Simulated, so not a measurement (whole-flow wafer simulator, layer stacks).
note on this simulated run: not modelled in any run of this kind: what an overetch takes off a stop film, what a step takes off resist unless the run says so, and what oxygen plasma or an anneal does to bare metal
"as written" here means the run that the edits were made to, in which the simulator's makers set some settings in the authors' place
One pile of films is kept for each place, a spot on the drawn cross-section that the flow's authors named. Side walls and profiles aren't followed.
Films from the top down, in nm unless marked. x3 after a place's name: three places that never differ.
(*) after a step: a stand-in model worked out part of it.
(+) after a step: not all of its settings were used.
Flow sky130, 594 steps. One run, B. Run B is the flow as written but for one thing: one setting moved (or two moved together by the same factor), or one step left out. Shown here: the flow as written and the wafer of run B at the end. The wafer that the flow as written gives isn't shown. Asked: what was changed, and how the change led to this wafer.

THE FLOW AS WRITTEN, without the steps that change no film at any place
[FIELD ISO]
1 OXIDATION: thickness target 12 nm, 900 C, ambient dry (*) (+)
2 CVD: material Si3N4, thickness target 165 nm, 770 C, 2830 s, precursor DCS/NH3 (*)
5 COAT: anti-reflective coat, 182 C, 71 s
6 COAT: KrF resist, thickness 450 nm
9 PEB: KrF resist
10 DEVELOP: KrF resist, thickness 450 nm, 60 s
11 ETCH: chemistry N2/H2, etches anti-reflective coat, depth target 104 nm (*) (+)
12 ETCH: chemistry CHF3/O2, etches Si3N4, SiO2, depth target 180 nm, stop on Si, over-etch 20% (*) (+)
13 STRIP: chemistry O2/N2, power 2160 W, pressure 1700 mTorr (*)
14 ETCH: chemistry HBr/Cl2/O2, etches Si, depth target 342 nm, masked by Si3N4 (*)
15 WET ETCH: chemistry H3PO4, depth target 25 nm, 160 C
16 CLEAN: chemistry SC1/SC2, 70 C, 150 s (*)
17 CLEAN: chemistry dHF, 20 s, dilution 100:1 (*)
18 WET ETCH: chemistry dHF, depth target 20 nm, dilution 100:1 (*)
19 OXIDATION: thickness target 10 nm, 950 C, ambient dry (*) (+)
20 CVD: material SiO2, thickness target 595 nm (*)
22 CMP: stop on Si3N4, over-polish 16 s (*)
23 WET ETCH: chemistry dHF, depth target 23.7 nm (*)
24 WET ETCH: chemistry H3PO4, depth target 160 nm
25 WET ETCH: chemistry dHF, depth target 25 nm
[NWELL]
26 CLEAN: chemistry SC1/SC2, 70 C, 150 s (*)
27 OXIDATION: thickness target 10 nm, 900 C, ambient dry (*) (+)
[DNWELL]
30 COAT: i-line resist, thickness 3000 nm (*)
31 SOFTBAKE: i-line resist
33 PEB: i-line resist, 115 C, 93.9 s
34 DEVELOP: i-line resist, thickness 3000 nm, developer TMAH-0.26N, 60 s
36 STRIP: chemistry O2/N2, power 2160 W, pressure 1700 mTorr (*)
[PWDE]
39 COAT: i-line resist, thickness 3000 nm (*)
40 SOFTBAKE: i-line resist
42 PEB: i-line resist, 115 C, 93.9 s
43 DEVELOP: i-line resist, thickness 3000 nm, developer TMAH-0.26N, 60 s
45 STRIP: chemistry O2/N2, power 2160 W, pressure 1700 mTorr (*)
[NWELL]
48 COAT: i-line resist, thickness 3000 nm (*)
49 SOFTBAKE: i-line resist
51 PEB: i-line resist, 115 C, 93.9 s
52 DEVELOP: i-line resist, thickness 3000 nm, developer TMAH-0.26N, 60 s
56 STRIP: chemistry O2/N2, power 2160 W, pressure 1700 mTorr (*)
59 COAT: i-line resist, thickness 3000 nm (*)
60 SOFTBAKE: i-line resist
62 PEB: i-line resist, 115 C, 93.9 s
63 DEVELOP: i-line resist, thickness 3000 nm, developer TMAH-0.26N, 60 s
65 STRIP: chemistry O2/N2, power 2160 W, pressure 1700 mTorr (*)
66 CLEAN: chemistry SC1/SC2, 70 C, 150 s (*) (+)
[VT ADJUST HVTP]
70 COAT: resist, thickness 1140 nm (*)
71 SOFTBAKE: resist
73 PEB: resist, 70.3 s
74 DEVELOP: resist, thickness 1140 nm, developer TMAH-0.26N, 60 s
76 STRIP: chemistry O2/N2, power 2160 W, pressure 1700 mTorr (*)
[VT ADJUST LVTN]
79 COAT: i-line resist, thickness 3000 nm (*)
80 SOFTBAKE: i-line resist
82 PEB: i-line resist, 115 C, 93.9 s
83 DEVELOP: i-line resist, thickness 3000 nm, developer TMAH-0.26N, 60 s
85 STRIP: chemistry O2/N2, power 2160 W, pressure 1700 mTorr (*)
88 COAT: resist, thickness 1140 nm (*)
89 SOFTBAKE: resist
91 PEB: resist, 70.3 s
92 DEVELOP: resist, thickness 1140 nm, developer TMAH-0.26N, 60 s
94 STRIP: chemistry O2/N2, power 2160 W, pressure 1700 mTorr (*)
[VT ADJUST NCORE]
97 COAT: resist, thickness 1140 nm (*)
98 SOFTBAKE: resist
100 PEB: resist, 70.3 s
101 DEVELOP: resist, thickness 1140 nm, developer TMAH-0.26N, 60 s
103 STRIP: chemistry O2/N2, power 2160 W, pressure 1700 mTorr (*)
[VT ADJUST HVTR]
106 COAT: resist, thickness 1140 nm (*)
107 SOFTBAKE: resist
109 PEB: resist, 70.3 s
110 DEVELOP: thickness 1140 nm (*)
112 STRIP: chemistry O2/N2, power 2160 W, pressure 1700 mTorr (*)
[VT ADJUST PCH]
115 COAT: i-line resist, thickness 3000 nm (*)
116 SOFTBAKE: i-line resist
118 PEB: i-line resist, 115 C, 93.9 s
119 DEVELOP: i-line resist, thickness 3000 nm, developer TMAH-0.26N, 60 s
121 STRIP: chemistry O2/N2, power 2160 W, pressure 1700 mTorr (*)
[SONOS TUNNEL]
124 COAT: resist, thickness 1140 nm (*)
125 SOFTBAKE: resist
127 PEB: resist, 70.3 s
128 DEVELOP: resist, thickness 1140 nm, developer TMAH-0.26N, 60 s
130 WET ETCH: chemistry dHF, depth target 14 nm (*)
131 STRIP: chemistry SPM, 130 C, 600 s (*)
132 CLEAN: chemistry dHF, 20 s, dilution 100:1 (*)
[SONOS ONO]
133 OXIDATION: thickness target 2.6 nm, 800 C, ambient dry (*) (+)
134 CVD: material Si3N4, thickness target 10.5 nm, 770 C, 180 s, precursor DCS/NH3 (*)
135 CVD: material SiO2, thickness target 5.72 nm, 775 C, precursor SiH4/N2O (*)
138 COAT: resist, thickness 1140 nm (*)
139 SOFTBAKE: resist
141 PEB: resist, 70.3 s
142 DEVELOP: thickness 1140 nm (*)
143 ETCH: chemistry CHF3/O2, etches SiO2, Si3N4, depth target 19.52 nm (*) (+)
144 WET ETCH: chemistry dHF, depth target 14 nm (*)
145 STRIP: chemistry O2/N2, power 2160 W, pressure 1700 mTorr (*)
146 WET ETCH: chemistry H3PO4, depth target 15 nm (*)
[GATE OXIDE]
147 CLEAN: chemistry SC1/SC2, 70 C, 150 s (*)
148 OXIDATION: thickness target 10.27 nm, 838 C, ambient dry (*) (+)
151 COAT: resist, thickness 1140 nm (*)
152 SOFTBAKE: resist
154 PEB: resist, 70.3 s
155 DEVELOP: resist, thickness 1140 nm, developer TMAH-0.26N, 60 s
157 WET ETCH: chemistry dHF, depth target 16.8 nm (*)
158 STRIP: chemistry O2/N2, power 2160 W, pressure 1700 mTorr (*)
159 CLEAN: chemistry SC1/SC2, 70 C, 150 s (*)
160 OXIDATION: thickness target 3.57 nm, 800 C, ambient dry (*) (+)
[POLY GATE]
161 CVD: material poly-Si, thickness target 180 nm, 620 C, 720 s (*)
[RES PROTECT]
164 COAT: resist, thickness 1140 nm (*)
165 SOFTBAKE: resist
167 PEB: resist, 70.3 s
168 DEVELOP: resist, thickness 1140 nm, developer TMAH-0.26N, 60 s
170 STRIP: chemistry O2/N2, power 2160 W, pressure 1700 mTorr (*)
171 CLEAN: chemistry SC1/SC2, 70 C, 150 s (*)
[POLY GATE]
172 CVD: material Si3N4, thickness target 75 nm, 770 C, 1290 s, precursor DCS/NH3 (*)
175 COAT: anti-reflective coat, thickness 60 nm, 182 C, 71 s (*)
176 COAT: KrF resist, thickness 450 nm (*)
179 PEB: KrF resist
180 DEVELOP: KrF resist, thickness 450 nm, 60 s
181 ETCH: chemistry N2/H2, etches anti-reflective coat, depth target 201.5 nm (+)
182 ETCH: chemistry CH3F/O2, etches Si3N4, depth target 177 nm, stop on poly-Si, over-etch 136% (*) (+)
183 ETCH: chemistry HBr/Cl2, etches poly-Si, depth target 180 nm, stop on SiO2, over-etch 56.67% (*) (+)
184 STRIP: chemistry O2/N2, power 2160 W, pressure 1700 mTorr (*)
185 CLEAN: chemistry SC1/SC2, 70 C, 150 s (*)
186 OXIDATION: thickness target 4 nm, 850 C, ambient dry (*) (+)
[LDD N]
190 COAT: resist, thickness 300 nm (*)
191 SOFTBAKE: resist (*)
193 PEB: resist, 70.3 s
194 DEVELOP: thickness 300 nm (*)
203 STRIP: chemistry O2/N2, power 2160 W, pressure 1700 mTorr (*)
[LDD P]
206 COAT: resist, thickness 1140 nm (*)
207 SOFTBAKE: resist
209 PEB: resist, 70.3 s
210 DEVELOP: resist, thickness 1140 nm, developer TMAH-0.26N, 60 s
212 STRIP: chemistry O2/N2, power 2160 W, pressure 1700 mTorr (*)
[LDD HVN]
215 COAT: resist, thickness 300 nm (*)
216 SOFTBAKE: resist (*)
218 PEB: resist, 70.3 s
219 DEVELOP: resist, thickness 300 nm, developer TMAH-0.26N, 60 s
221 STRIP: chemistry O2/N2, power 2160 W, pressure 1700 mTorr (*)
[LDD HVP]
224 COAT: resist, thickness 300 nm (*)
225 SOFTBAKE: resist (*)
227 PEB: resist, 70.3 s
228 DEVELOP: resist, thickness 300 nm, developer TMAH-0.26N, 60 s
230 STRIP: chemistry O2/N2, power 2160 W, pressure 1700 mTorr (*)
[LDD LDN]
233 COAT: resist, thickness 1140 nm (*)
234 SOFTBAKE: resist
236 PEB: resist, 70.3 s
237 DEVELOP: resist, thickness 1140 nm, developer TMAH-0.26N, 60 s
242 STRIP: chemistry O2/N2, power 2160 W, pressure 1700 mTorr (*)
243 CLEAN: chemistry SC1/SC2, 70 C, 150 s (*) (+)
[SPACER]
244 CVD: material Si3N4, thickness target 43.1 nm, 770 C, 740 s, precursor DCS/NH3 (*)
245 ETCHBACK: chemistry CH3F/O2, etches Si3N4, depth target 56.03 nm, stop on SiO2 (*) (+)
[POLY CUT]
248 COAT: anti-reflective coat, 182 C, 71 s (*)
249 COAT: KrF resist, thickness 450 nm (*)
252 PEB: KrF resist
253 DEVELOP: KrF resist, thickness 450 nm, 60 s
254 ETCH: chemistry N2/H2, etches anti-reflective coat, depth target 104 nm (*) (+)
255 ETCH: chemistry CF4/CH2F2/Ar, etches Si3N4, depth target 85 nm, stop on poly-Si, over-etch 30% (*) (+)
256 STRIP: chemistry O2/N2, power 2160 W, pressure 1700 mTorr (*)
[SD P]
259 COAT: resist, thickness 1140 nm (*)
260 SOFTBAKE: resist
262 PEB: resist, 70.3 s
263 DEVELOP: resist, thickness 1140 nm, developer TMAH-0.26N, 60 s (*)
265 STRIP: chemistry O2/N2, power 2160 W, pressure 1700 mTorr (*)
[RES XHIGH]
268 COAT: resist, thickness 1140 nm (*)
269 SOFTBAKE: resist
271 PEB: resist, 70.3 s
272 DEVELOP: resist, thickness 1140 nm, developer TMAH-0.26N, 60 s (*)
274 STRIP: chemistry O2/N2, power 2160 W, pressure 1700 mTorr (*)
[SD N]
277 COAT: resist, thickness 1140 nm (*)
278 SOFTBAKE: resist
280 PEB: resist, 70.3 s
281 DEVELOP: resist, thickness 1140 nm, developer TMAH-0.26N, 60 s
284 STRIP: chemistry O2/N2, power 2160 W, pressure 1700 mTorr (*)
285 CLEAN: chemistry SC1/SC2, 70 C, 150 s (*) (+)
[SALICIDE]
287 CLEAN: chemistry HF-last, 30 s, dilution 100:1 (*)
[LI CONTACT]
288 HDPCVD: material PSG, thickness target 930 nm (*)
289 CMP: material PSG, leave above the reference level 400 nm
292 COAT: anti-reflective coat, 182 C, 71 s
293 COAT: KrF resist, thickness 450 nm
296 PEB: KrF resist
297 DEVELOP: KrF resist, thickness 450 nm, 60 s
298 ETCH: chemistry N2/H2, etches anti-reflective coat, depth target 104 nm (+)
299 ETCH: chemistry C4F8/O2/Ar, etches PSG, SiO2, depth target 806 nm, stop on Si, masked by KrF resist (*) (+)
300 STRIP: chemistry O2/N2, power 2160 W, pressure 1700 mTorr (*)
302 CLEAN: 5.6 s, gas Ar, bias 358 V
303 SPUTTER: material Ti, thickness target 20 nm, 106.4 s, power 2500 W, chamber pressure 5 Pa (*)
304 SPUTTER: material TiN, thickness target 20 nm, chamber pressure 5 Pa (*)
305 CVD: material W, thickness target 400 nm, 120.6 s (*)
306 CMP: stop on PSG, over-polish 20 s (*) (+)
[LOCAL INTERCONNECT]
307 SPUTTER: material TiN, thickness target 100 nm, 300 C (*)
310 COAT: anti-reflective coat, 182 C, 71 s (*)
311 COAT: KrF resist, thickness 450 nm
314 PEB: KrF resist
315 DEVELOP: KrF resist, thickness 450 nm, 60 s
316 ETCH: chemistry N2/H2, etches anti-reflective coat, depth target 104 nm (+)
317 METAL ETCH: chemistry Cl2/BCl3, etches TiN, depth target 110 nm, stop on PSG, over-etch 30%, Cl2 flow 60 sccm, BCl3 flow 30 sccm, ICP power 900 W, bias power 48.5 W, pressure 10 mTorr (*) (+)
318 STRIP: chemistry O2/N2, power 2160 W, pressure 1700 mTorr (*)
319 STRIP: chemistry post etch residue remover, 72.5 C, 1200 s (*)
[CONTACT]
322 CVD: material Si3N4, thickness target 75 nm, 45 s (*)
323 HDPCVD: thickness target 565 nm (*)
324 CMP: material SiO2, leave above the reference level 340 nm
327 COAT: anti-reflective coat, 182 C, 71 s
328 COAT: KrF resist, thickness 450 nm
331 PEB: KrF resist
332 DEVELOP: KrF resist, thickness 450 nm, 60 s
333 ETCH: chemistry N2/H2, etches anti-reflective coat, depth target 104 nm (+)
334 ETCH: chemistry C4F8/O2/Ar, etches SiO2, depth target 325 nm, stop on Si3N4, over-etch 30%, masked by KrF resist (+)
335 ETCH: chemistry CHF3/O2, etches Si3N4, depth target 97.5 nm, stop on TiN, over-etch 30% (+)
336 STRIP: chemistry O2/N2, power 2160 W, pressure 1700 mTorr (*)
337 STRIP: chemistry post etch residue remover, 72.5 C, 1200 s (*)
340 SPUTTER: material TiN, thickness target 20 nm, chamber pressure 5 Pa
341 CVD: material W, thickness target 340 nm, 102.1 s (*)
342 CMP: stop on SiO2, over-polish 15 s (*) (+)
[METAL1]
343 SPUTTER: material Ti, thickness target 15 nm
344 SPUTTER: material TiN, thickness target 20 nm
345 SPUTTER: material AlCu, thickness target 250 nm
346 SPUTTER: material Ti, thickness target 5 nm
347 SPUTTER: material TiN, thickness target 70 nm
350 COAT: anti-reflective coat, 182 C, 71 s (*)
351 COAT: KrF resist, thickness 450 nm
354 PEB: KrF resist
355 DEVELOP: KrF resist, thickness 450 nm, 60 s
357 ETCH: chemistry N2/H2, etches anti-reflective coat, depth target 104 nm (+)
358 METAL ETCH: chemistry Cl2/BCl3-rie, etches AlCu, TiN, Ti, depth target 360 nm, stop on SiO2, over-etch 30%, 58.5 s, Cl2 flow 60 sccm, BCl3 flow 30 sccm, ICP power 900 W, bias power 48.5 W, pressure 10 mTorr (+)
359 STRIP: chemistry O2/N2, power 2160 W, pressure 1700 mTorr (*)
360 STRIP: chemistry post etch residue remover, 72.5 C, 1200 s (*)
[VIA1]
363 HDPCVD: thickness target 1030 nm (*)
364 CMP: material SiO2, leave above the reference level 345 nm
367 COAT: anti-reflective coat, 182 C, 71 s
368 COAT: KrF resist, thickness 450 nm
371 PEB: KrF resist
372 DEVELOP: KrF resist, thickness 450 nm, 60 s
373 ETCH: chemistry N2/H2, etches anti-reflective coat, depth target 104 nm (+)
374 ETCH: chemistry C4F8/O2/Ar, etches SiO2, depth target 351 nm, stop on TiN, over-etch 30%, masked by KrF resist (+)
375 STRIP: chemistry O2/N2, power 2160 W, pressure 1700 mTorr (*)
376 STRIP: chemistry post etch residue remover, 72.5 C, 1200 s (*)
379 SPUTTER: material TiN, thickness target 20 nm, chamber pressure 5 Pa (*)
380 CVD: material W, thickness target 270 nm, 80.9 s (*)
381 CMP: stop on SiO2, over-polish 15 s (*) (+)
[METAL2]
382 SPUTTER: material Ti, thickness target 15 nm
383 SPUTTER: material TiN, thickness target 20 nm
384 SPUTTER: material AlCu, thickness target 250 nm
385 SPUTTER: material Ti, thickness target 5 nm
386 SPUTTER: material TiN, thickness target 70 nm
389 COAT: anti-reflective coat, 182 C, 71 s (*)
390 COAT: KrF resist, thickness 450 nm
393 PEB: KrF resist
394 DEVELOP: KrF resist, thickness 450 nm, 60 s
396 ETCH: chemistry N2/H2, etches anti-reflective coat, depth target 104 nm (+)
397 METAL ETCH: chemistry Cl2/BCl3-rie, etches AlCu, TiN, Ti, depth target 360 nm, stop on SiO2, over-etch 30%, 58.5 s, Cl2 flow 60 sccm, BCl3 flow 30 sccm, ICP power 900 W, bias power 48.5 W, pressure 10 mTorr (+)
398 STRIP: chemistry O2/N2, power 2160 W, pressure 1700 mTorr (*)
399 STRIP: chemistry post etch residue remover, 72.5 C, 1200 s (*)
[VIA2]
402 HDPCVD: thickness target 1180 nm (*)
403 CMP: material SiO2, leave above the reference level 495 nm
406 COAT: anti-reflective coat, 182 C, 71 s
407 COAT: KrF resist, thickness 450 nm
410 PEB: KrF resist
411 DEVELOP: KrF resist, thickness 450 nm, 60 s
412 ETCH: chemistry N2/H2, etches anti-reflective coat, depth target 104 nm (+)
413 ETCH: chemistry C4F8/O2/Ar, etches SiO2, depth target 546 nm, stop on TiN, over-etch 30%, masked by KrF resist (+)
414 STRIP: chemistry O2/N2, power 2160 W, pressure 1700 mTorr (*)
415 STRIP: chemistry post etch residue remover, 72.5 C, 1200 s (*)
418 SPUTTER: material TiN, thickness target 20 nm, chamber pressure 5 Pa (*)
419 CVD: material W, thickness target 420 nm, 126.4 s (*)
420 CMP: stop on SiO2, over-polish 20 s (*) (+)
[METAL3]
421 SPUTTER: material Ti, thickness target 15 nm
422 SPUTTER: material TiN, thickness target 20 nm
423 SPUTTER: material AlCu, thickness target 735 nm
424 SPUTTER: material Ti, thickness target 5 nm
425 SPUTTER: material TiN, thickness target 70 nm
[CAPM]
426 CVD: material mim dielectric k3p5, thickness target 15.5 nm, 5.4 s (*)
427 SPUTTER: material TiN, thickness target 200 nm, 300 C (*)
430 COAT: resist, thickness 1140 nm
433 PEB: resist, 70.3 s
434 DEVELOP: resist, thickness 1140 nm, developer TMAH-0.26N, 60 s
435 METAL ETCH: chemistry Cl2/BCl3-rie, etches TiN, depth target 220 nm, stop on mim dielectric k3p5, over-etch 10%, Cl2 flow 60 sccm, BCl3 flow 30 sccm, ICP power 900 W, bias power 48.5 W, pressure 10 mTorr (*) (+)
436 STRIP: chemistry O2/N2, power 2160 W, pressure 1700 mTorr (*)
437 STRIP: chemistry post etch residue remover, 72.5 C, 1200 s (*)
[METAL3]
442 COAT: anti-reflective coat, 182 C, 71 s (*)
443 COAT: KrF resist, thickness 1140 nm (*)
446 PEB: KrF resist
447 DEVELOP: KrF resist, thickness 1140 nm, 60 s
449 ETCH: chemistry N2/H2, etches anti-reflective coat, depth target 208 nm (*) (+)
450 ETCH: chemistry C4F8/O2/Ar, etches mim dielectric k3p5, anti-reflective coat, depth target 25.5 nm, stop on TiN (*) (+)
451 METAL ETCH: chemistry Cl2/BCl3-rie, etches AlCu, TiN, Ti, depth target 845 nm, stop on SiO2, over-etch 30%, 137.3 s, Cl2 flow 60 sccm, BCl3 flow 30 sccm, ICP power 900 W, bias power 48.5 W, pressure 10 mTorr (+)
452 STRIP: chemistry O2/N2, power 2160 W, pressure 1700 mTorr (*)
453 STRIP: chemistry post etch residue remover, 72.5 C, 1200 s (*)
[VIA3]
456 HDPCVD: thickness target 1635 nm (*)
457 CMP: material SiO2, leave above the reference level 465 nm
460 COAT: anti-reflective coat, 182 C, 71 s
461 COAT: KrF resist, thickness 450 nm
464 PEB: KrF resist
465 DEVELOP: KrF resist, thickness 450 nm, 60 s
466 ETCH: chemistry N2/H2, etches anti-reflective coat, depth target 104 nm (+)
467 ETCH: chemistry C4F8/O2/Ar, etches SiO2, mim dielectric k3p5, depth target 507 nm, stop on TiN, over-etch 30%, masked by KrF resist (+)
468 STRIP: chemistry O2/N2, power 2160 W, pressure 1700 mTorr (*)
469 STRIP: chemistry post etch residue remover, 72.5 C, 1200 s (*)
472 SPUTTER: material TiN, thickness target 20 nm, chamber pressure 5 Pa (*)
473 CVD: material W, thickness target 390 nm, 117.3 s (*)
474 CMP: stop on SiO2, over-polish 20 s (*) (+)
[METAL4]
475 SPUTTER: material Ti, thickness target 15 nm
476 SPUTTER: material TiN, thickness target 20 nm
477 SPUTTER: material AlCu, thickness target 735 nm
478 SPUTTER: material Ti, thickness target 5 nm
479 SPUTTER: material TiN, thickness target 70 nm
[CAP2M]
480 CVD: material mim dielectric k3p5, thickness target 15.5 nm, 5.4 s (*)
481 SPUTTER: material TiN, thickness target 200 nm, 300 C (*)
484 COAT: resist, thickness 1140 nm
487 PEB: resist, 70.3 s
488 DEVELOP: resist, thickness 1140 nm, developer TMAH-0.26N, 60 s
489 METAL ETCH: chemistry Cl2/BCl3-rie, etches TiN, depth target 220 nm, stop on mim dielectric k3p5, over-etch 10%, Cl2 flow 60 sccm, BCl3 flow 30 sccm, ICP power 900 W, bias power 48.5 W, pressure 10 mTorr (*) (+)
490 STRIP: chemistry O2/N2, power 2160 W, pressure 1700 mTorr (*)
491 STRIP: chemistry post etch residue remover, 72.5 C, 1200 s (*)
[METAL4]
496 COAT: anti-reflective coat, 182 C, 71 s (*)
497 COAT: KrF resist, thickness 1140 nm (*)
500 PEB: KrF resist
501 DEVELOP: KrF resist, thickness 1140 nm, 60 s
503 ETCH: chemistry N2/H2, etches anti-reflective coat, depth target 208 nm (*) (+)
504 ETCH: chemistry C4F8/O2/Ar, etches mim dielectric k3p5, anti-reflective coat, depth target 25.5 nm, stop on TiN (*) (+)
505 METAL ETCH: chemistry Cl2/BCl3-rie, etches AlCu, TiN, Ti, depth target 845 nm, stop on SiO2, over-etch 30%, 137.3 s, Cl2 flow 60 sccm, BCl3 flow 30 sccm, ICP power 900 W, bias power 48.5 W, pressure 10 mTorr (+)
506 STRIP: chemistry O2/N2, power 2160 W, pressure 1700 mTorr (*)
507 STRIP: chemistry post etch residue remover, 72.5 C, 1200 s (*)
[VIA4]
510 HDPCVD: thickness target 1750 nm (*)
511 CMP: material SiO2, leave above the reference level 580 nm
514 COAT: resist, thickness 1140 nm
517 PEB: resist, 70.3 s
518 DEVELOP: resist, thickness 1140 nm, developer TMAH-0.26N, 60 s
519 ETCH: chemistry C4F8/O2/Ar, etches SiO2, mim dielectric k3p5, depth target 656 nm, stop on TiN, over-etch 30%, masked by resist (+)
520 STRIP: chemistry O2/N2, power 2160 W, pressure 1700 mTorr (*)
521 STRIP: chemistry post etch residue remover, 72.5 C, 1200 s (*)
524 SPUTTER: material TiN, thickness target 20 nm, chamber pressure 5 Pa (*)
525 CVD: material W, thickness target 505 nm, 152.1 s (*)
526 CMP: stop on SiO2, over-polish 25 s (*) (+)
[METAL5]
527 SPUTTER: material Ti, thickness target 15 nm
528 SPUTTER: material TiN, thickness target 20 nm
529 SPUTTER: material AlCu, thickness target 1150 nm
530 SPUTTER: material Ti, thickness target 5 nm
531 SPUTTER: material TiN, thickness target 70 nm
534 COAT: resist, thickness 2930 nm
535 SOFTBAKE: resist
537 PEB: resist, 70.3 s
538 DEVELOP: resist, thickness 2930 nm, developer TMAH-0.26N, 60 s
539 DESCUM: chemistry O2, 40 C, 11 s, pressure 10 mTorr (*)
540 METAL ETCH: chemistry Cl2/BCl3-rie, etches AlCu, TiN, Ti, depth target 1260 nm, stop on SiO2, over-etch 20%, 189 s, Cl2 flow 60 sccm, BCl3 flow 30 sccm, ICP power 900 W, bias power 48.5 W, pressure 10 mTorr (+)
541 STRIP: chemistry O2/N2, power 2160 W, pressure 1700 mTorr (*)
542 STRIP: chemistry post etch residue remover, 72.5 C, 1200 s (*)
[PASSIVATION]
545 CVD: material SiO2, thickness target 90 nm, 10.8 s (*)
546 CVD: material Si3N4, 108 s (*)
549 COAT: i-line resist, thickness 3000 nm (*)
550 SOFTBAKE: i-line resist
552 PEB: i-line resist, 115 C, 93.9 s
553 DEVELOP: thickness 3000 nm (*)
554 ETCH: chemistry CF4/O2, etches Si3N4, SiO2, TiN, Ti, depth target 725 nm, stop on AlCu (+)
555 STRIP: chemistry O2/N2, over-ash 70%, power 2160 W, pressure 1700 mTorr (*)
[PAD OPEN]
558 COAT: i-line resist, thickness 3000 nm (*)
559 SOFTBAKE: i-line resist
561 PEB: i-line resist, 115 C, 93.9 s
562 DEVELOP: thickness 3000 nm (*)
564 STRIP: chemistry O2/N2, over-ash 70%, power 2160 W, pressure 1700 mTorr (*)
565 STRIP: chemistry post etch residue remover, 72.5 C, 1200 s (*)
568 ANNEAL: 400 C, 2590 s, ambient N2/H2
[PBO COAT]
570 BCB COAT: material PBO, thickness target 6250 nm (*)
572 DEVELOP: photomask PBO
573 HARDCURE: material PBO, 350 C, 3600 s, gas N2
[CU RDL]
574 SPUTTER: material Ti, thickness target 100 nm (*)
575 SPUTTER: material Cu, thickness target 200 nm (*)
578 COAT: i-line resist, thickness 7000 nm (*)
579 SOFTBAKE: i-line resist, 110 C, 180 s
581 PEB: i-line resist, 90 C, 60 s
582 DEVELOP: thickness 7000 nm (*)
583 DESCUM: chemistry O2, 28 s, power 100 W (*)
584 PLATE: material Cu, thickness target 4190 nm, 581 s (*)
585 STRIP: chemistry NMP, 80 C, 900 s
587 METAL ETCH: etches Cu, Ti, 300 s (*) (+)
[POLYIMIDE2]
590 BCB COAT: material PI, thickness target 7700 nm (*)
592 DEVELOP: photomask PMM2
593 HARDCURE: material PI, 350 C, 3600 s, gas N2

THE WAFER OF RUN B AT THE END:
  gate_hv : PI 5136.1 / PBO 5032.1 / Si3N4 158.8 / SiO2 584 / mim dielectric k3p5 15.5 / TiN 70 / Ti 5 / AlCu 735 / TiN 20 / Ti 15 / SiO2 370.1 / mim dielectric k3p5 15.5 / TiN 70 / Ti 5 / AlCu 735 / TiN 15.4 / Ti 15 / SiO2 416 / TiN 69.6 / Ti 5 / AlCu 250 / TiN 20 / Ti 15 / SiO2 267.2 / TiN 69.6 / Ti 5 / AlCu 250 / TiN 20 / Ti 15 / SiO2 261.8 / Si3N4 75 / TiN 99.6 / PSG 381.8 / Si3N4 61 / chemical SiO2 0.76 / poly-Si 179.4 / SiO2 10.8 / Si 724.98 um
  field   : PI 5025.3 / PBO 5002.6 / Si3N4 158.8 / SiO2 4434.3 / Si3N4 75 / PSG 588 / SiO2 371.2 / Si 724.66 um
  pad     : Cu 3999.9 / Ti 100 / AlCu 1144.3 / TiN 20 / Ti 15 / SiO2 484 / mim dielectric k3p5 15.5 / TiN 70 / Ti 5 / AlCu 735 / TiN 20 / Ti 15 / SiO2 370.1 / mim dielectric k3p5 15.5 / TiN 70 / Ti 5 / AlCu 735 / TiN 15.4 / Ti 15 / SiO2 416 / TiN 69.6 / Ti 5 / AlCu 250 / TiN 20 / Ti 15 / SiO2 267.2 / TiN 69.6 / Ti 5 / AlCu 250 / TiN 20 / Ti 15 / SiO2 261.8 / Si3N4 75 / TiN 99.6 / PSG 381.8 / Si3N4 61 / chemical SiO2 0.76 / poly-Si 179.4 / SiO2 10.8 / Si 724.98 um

The cause: step 422, SPUTTER: thickness target 15.4 nm was run, where the flow has thickness target 20 nm.
It can be read off the wafer: gate_hv has TiN 15.4, and step 422 as written asks for 20 nm.

How the change led to this, step by step:
  422 SPUTTER: material TiN, thickness target 20 nm
      field, active, n_well and 188 more: TiN +15.4 (new film) (as written it would be: TiN +20 (new film))
  451 METAL ETCH: chemistry Cl2/BCl3-rie, etches AlCu, TiN, Ti, depth target 845 nm, stop on SiO2, over-etch 30%, 137.3 s, Cl2 flow 60 sccm, BCl3 flow 30 sccm, ICP power 900 W, bias power 48.5 W, pressure 10 mTorr (+)
      field, gate, spacer and 68 more: TiN -70 (all of it), Ti -5 (all of it), AlCu -735 (all of it), TiN -15.4 (all of it), Ti -15 (all of it), SiO2 -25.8 (as written it would be: TiN -70 (all of it), Ti -5 (all of it), AlCu -735 (all of it), TiN -20 (all of it), Ti -15 (all of it), SiO2 -25.4)
      active, vpp_ln, vpp_iso2 and 11 more: TiN -70 (all of it), Ti -5 (all of it), AlCu -735 (all of it), TiN -15.4 (all of it), Ti -15 (all of it), SiO2 -25.8 (as written it would be: TiN -70 (all of it), Ti -5 (all of it), AlCu -735 (all of it), TiN -20 (all of it), Ti -15 (all of it), SiO2 -25.3)
